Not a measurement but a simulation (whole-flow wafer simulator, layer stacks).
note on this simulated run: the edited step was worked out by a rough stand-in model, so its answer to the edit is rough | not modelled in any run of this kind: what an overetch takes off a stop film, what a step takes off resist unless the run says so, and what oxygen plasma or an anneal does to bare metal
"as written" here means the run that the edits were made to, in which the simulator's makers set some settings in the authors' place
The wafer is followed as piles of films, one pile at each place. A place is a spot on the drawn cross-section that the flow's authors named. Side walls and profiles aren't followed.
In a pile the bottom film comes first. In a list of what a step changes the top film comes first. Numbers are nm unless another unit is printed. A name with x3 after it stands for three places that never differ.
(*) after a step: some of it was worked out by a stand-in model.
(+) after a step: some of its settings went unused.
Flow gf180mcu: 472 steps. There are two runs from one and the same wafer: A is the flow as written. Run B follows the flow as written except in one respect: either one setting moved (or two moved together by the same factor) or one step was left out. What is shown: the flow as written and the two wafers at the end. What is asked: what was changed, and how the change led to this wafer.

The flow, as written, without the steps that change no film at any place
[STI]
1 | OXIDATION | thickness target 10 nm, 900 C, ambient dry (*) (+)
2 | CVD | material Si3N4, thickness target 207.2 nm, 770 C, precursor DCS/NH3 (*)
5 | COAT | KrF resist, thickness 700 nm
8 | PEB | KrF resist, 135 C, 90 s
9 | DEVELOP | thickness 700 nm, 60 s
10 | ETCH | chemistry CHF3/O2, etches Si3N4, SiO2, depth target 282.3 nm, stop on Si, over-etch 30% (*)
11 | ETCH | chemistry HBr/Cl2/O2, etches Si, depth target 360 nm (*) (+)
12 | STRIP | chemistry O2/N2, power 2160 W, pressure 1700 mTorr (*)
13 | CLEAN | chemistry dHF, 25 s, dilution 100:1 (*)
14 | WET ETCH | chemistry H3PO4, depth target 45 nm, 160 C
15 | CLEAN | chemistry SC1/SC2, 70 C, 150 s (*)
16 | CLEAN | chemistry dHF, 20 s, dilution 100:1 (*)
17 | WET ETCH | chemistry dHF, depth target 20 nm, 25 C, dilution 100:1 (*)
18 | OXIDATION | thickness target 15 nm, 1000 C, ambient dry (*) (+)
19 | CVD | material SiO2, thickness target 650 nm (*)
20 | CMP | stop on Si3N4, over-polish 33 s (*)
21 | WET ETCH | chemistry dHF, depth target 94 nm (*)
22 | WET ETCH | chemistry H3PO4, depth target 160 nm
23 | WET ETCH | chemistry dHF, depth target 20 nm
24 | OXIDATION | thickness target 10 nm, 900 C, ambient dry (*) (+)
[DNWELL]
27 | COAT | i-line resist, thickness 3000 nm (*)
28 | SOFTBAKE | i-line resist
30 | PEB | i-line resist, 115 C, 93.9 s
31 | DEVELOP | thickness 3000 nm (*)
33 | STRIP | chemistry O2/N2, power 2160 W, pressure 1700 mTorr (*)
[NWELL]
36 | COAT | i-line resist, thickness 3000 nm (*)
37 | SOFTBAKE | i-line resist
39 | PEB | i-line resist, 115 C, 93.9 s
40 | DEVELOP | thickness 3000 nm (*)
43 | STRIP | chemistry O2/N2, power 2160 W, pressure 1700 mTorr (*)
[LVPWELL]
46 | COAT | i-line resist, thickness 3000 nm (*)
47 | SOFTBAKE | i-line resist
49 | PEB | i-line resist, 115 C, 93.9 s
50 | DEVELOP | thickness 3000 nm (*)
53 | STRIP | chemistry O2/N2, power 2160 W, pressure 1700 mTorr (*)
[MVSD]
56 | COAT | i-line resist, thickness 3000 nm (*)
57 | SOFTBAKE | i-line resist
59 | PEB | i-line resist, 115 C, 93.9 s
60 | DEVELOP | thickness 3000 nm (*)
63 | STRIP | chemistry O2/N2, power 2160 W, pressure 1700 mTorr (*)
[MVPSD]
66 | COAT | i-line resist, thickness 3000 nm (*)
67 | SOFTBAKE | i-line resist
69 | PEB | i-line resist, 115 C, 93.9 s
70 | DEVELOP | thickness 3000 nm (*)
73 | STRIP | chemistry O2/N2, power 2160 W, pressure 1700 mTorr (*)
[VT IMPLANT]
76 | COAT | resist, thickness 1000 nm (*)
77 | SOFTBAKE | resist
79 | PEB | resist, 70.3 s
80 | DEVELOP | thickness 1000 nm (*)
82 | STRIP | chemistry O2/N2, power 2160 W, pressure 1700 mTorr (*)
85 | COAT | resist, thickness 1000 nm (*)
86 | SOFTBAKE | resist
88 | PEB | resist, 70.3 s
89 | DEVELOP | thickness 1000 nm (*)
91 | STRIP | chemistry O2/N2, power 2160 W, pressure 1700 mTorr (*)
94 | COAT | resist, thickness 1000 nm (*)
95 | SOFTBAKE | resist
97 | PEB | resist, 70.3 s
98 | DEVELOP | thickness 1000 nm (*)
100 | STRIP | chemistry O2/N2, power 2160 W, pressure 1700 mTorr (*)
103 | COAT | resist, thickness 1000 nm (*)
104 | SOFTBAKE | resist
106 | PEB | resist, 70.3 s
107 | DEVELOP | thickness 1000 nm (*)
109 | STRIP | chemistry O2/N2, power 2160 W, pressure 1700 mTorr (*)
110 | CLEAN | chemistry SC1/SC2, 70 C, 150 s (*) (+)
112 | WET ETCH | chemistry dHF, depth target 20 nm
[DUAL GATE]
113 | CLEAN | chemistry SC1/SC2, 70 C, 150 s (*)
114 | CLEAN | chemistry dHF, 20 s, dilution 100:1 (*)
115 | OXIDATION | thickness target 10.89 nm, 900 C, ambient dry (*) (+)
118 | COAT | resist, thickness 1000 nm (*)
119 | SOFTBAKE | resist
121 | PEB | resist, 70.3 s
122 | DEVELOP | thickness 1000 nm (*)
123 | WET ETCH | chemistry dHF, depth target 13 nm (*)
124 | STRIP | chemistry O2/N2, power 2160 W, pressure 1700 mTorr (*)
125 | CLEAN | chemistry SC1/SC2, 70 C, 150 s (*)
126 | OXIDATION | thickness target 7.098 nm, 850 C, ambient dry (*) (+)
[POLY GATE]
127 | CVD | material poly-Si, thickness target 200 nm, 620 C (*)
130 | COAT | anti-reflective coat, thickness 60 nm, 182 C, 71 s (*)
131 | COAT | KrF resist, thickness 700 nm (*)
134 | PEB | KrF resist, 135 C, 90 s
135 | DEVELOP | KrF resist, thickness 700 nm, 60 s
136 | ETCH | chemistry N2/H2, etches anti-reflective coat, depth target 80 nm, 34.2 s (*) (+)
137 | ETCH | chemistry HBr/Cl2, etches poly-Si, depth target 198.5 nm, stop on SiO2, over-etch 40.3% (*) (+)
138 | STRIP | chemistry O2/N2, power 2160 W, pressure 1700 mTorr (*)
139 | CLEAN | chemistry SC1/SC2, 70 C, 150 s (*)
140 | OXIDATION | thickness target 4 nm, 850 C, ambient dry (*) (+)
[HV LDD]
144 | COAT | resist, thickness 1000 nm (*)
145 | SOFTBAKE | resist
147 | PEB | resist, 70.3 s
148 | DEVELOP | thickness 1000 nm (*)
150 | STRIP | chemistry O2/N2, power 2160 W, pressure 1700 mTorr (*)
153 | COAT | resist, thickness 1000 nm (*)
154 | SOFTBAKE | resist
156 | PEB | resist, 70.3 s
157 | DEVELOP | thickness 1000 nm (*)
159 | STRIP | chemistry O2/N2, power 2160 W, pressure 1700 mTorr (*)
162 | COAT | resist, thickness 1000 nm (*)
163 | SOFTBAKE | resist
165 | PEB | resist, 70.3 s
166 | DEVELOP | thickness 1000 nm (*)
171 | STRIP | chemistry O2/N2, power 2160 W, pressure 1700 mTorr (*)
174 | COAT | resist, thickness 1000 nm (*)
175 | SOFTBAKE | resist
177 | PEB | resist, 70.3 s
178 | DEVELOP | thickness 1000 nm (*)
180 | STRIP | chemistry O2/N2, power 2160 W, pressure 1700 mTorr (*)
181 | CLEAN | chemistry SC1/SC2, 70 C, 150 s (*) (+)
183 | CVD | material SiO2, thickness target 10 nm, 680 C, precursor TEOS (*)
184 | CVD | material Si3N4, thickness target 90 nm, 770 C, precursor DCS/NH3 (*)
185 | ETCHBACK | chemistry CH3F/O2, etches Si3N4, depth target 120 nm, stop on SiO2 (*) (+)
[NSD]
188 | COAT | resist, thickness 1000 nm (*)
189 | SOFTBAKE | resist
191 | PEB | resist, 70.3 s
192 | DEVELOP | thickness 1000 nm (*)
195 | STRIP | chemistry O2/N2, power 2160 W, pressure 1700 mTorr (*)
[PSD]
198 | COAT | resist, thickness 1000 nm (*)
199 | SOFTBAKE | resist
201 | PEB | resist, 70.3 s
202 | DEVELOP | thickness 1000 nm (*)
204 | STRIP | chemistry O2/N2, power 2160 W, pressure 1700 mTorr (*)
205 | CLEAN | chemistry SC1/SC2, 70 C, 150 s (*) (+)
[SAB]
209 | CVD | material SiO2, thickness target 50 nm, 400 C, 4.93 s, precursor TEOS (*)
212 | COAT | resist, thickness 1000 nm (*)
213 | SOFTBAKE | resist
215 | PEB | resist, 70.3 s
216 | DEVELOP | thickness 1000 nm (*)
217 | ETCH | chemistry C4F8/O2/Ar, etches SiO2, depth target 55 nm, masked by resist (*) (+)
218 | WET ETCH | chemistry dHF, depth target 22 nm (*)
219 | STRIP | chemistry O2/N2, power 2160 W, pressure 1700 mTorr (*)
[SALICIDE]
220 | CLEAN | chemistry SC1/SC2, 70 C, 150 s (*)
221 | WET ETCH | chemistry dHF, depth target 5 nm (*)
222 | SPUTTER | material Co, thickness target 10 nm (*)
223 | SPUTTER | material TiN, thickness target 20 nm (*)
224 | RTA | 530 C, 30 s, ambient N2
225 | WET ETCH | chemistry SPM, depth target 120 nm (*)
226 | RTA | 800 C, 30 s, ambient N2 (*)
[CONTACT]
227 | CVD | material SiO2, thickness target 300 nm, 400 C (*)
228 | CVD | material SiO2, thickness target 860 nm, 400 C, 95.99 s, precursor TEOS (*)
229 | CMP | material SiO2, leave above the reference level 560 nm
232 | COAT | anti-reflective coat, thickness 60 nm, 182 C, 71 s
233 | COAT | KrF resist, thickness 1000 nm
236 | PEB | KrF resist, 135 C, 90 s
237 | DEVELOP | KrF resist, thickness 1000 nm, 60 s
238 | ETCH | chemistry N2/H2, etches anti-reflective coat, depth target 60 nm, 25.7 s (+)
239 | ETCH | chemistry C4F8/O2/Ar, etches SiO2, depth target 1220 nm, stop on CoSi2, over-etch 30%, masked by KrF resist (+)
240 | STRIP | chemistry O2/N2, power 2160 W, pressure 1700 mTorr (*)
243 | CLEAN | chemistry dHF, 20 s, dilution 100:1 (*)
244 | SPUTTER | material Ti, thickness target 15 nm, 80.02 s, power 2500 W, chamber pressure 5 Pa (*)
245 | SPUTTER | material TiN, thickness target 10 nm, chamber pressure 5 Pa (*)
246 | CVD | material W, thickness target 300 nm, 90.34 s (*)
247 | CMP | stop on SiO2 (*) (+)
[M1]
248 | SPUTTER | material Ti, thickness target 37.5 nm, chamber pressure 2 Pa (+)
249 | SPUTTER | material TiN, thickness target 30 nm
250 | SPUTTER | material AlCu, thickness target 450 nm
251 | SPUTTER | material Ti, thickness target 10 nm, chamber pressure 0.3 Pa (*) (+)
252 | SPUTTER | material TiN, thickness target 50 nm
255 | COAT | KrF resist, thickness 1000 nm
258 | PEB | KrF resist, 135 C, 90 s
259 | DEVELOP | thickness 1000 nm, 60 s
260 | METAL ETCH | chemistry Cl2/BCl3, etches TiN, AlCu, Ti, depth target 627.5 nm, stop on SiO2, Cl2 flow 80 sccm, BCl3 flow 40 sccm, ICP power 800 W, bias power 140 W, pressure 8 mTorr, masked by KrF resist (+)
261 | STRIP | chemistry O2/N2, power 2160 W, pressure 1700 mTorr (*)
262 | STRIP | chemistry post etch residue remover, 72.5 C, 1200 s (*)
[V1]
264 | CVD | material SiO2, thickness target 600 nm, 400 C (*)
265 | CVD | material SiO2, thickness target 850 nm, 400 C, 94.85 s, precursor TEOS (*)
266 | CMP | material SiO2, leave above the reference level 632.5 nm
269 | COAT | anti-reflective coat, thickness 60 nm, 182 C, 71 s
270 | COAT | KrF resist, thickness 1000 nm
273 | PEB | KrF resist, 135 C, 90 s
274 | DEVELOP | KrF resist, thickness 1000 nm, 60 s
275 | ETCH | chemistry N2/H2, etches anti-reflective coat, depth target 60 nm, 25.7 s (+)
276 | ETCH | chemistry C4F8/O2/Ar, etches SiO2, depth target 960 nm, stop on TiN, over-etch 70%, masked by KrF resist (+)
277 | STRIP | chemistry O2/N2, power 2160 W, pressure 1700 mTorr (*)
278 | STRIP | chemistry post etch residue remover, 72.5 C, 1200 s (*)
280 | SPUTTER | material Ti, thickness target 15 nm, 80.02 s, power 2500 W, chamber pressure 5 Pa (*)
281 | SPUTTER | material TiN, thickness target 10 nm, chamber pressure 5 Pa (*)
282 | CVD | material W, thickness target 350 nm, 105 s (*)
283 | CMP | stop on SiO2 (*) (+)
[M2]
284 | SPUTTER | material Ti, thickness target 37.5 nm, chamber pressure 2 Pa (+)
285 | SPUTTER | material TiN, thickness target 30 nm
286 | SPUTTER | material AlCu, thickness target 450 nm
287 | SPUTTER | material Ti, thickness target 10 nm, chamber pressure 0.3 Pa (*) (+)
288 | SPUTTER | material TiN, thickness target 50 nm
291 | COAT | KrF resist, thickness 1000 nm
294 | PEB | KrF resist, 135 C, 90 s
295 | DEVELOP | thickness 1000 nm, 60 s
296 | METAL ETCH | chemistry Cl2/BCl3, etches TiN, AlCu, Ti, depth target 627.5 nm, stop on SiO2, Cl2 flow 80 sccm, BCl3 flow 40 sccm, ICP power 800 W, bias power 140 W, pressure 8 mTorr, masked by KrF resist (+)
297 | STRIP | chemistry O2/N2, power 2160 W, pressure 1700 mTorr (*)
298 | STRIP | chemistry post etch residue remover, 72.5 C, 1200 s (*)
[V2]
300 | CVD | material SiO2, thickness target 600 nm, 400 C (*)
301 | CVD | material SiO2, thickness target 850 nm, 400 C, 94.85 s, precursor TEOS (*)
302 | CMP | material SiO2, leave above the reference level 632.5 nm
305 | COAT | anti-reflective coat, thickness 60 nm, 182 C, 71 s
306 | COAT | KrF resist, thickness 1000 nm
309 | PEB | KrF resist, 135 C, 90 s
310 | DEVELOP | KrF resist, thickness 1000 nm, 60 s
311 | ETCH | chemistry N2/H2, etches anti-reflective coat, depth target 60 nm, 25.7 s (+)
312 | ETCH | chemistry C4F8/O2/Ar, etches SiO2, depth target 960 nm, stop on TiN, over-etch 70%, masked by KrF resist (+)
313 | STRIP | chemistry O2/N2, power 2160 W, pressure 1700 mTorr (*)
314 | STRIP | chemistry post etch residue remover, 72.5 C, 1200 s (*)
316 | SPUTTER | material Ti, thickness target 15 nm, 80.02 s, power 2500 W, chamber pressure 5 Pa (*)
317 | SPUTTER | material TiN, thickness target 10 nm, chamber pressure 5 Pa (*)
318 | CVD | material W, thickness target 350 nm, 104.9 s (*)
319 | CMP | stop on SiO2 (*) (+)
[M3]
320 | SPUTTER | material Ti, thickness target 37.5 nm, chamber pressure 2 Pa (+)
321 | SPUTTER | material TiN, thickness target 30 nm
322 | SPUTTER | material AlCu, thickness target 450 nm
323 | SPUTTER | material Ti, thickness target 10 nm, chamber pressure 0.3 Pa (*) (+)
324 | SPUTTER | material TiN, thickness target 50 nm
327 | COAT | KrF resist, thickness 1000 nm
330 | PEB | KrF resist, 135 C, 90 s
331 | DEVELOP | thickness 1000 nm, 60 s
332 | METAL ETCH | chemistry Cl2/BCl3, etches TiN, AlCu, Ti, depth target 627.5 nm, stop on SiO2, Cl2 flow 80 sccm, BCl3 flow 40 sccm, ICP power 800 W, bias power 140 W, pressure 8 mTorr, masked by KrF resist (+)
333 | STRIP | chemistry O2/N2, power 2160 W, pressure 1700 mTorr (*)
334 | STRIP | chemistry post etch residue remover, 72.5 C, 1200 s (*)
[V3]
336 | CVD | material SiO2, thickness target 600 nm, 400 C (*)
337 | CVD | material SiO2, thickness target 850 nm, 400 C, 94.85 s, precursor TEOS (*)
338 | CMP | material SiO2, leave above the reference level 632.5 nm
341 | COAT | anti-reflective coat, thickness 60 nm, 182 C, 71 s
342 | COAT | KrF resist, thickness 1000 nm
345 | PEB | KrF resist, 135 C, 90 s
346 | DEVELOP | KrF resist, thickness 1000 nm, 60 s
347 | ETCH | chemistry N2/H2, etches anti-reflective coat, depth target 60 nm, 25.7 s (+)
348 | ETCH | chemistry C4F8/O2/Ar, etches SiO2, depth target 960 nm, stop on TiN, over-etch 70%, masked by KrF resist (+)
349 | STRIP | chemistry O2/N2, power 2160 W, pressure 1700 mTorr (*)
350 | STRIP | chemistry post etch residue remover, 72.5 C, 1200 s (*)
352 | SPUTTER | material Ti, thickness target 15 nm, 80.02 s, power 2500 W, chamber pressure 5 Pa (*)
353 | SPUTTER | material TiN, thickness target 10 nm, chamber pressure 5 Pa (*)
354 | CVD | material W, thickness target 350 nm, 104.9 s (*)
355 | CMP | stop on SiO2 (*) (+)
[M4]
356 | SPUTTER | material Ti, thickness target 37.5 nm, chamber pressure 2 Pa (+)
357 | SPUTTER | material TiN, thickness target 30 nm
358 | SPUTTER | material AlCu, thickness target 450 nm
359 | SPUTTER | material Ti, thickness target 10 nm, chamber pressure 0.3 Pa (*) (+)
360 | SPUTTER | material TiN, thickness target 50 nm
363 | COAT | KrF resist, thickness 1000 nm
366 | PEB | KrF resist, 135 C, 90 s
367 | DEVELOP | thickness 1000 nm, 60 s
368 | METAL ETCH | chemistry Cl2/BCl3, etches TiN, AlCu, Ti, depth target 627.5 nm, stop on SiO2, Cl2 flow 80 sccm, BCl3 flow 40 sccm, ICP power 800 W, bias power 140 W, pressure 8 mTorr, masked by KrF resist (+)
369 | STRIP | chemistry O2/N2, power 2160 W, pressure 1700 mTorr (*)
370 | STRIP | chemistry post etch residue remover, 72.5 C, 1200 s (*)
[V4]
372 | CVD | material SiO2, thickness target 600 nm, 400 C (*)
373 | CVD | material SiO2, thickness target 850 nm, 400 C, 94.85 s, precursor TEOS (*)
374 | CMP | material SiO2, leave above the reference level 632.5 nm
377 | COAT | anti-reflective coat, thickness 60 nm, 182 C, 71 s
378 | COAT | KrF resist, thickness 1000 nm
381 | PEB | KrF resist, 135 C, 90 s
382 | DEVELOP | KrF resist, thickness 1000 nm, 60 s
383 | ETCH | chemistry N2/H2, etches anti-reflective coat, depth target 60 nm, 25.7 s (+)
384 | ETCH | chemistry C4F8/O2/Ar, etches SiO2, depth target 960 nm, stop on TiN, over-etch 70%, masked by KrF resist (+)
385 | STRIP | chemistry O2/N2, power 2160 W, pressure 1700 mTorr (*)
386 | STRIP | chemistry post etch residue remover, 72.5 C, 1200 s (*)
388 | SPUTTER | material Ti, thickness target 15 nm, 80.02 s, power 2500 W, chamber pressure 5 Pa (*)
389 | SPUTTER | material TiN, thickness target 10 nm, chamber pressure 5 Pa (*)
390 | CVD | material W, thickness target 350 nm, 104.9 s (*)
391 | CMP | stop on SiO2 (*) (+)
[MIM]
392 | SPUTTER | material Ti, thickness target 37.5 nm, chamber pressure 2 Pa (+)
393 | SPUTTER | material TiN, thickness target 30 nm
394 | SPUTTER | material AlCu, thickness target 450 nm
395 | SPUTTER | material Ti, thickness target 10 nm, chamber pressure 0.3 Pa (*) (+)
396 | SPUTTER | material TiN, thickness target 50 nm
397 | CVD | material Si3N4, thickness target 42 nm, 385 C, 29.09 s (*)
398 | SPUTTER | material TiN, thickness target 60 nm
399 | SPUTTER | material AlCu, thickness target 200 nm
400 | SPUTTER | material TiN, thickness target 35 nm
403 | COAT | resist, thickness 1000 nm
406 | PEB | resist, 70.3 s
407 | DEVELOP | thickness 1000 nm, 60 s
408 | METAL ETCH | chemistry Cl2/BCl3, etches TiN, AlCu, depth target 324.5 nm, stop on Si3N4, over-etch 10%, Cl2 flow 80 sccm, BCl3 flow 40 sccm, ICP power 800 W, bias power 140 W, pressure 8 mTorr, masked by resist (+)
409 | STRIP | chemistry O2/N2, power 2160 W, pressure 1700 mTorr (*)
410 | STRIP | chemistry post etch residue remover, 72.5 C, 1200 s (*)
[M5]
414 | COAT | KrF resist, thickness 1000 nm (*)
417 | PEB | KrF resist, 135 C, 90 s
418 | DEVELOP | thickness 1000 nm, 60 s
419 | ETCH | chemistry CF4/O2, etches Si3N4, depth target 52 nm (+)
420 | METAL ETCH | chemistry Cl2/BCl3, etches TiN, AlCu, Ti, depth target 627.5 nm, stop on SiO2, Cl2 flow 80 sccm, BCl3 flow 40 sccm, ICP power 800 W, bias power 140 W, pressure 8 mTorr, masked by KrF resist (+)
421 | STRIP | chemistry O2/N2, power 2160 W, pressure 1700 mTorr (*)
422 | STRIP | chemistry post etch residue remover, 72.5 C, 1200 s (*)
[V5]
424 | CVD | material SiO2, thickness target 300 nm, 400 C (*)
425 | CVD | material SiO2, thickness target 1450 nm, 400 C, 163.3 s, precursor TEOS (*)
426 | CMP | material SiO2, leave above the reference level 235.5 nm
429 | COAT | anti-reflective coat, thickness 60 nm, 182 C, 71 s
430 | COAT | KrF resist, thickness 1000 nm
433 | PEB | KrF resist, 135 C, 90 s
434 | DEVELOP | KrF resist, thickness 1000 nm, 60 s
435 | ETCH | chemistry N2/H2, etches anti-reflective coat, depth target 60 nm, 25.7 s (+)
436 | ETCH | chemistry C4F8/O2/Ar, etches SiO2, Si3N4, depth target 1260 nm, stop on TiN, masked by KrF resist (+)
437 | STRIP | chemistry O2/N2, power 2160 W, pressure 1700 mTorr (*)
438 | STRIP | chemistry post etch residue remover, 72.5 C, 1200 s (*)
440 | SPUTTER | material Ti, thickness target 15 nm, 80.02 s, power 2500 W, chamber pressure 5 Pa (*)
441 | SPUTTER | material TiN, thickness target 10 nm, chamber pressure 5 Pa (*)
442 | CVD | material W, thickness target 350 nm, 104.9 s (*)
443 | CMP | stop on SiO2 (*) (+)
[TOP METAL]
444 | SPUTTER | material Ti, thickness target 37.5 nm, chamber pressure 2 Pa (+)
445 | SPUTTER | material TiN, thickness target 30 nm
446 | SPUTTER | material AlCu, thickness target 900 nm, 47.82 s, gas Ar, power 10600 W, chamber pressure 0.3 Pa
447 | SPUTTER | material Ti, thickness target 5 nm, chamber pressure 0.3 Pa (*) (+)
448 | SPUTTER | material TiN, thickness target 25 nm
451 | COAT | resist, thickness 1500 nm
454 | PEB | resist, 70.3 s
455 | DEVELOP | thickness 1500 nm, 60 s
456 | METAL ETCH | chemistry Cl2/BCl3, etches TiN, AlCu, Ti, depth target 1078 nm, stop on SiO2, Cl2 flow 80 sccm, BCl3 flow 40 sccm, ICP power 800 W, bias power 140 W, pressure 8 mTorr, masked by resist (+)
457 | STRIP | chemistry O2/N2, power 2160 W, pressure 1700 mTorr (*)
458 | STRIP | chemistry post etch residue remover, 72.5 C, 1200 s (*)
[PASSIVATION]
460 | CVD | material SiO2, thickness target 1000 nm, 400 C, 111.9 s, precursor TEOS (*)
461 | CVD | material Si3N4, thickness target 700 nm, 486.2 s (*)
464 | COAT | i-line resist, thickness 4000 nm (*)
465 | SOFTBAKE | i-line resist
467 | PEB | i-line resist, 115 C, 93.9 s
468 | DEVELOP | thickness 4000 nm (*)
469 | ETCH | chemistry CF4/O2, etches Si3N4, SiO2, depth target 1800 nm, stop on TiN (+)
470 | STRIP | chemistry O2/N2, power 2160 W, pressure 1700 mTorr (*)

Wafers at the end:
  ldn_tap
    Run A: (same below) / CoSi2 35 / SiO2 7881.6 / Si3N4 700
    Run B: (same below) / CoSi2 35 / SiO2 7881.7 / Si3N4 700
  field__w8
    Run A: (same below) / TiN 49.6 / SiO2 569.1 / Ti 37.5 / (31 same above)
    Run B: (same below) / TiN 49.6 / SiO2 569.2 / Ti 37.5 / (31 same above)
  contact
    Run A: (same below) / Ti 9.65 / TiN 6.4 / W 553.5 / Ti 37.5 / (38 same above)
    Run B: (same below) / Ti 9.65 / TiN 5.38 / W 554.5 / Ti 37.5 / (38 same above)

Cause: step 281, SPUTTER: thickness target 8.4 nm was run, whereas the flow has thickness target 10 nm.

Step by step, how the change led to this:
  281 | SPUTTER | material TiN, thickness target 10 nm, chamber pressure 5 Pa (*)
      field, field__w1, field__w2 and 107 more: A TiN gains 10 (new film) | B TiN gains 8.4 (new film)
      contact: A TiN gains 6.4 (new film) | B TiN gains 5.38 (new film)
  283 | CMP | stop on SiO2 (*) (+)
      field, field__w1, field__w2 and 107 more: A W loses 350 (all of it), TiN loses 10 (all of it), Ti loses 15 (all of it), SiO2 loses 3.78 | B W loses 350 (all of it), TiN loses 8.4 (all of it), Ti loses 15 (all of it), SiO2 loses 3.77
